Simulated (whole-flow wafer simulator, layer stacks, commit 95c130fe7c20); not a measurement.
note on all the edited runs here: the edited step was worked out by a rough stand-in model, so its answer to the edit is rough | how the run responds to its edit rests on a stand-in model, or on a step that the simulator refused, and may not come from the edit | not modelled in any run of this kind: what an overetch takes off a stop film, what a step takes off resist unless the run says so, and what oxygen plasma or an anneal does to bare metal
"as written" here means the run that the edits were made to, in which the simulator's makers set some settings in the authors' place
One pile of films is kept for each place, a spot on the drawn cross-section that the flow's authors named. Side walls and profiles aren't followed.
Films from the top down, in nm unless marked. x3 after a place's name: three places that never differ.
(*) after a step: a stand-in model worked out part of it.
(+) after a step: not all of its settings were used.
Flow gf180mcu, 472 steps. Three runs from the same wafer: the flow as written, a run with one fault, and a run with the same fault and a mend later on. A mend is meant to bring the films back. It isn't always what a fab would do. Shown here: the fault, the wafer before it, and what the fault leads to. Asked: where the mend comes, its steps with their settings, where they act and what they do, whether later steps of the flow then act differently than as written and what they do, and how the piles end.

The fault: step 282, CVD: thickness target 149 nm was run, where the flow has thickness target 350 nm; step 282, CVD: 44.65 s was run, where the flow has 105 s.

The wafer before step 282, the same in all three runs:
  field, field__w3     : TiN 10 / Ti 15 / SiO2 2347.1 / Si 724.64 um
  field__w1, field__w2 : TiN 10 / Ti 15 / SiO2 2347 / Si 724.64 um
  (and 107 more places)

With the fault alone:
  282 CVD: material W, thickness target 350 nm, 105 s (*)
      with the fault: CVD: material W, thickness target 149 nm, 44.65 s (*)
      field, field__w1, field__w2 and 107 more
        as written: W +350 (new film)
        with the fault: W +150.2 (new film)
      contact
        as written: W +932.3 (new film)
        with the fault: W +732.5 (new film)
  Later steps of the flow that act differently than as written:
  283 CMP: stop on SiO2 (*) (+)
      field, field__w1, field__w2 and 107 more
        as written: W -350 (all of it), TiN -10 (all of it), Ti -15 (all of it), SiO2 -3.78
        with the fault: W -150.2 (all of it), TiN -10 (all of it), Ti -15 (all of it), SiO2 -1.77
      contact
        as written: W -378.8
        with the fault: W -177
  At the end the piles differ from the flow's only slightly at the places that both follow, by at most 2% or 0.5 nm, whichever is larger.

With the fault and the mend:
  The mend comes after step 282.
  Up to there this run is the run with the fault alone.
  282a CVD: material W, thickness target 201 nm, 60.33 s (the flow's step 282 once more, with other settings)
      field, field__w1, field__w2 and 108 more
        W +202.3
  No later step of the flow acts differently than as written, at any place that is followed, by more than 2% or 0.5 nm, whichever is larger.
  At the end the piles differ from the flow's only slightly at the places that both follow, by at most 2% or 0.5 nm, whichever is larger.
